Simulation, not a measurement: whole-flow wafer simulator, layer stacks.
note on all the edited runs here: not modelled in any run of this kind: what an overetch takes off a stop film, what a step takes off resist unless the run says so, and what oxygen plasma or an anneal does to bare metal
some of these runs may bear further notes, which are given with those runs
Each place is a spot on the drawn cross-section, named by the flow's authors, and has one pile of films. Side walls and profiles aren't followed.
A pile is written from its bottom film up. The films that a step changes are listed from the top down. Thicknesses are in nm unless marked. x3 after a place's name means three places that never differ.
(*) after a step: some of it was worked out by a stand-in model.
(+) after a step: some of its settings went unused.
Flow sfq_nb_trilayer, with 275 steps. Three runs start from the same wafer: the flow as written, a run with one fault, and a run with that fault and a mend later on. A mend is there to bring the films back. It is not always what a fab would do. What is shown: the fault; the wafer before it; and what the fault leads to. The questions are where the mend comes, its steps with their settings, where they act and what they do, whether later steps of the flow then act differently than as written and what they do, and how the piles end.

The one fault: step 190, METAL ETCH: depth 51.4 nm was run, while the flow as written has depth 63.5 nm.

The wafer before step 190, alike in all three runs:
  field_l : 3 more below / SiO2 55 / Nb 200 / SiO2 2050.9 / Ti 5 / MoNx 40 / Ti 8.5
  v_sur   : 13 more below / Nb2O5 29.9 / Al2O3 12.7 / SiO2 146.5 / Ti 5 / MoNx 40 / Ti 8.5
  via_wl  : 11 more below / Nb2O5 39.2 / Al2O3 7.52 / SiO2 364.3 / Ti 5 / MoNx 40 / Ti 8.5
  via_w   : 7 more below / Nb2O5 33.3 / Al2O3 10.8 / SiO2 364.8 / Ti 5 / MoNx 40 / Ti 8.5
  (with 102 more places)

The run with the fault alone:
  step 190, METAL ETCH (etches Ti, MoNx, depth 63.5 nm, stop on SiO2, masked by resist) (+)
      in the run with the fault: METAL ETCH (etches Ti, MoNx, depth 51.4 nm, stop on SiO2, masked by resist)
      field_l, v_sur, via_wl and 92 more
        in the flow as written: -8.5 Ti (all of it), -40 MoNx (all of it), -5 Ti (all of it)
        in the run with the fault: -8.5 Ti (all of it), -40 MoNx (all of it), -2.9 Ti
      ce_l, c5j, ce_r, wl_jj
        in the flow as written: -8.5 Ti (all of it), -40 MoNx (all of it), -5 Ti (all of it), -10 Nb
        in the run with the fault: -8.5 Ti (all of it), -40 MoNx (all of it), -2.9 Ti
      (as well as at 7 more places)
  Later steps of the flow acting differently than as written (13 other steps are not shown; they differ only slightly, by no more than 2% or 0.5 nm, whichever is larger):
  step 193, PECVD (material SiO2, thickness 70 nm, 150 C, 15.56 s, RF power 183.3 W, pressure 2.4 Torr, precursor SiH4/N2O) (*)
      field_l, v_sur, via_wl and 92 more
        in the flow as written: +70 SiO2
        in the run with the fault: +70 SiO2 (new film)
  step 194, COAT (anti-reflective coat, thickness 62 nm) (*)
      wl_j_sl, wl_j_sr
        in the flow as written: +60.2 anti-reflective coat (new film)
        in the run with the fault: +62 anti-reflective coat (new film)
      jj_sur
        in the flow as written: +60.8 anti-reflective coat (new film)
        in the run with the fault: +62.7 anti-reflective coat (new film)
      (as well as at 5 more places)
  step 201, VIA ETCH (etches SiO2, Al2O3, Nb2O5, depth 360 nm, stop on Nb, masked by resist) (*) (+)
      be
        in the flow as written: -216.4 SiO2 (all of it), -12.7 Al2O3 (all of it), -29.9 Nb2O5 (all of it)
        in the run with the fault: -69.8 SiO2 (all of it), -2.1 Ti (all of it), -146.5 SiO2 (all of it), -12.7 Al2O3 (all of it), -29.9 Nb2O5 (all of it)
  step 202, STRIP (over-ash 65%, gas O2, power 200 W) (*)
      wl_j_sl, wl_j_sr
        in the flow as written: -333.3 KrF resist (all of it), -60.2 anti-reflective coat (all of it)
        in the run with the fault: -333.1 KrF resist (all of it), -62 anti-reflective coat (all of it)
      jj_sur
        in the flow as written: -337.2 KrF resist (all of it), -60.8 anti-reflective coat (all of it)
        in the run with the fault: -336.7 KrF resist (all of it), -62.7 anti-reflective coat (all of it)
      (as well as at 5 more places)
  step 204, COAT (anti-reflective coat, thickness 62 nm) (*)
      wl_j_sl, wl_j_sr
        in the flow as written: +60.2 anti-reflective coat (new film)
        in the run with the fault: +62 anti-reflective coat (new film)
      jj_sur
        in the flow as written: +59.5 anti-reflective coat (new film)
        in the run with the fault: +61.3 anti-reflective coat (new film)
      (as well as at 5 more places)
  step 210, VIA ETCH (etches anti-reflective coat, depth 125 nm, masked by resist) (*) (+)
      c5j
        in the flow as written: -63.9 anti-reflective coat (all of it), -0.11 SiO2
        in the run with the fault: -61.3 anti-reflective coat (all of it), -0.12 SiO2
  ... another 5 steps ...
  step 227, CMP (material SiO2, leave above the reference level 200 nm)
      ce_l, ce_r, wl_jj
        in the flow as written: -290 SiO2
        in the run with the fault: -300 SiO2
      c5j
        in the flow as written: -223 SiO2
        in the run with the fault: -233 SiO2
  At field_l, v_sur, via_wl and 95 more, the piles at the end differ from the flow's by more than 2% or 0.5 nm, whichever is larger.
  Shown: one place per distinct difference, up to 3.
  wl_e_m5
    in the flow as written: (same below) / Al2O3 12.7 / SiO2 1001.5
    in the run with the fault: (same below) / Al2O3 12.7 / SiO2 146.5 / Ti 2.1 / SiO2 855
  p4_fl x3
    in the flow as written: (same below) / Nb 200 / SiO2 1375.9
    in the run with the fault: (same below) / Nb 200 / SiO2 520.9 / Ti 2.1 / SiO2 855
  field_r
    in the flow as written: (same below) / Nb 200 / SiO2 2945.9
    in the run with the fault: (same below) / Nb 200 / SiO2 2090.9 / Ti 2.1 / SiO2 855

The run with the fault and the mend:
  The mend follows step 191.
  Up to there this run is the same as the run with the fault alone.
  step 191a, COAT (anti-reflective coat, thickness 62 nm) (*) (a further turn of the flow's step 183)
      p4_fl x3, p4_w1 x9, p4_g1 x2 and 57 more
        +62 anti-reflective coat (new film)
      via_wr, via_sp, via_v, wire, ln_m6, lsp_r, l0_sur, l0v
        +62.3 anti-reflective coat (new film)
      field_l, v_sur, via_wl, via_w
        +62.2 anti-reflective coat (new film)
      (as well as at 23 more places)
  step 191b, COAT (KrF resist, thickness 600 nm) (*) (a further turn of the flow's step 184)
      p4_fl x3, p4_w1 x9, p4_g1 x2 and 57 more
        +600 KrF resist (new film)
      field_l, v_sur, via_wl, via_w
        +600.6 KrF resist (new film)
      via_wr, via_sp, l0v
        +600.7 KrF resist (new film)
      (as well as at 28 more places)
  step 191c, SOFTBAKE (KrF resist) (a further turn of the flow's step 185)
      does not change any film at any place that is followed
  step 191d, EXPOSE (photomask R5, dose 12.12 mJ/cm2, NA 0.6, wavelength 248 nm) (*) (a further turn of the flow's step 186)
      does not change any film at any place that is followed
  step 191e, PEB (KrF resist, 90 s) (a further turn of the flow's step 187)
      field_l, v_sur, via_wl and 73 more
        -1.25 KrF resist
      via_sp, via_v, wire and 15 more
        -1.26 KrF resist
      c5j, ce_r, moat, field_r
        -1.27 KrF resist
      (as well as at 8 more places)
  step 191f, DEVELOP (KrF resist, thickness 600 nm, 60 s) (a further turn of the flow's step 188)
      p4_fl x3, p4_w1 x9, p4_g1 x2 and 57 more
        -598.7 KrF resist (all of it)
      be_r, r_sur, res, r_end, r5r_line_l, r5r_line_c, r5r_line_r
        -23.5 KrF resist
      via_wl, via_w, via_wr
        -599.4 KrF resist (all of it)
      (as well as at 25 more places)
  step 191g, METAL ETCH (etches anti-reflective coat, depth 125 nm, masked by resist) (*) (+) (a further turn of the flow's step 189)
      p4_fl x3, p4_w1 x9, p4_g1 x2 and 57 more
        -62 anti-reflective coat (all of it)
      via_wr, via_sp, via_v, wire, ln_m6, lsp_r, l0_sur, l0v
        -62.3 anti-reflective coat (all of it)
      be_r, r_sur, res, r_end, r5r_line_l, r5r_line_c, r5r_line_r
        -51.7 KrF resist
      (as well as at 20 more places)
  step 191h, METAL ETCH (etches Ti, MoNx, depth 12.1 nm, stop on SiO2, masked by resist) (+) (a further turn of the flow's step 190, with different settings)
      field_l, v_sur, via_wl and 92 more
        -2.1 Ti (all of it)
      be_r, r_sur, res, r_end, r5r_line_l, r5r_line_c, r5r_line_r
        -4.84 KrF resist
      ce_l, c5j, ce_r, wl_jj
        -2.1 Ti (all of it), -10 Nb
  step 191i, STRIP (over-ash 65%, gas O2, power 200 W) (*) (a further turn of the flow's step 191)
      r5r_line_l, r5r_line_c, r5r_line_r
        -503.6 KrF resist (all of it), -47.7 anti-reflective coat (all of it)
      be_r
        -497.3 KrF resist (all of it), -53.5 anti-reflective coat (all of it)
      r_sur
        -497.4 KrF resist (all of it), -57.4 anti-reflective coat (all of it)
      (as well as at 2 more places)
  None of the later steps of the flow acts differently than as written at any place that is followed.
  The piles end the same as the flow's at every place that both follow.
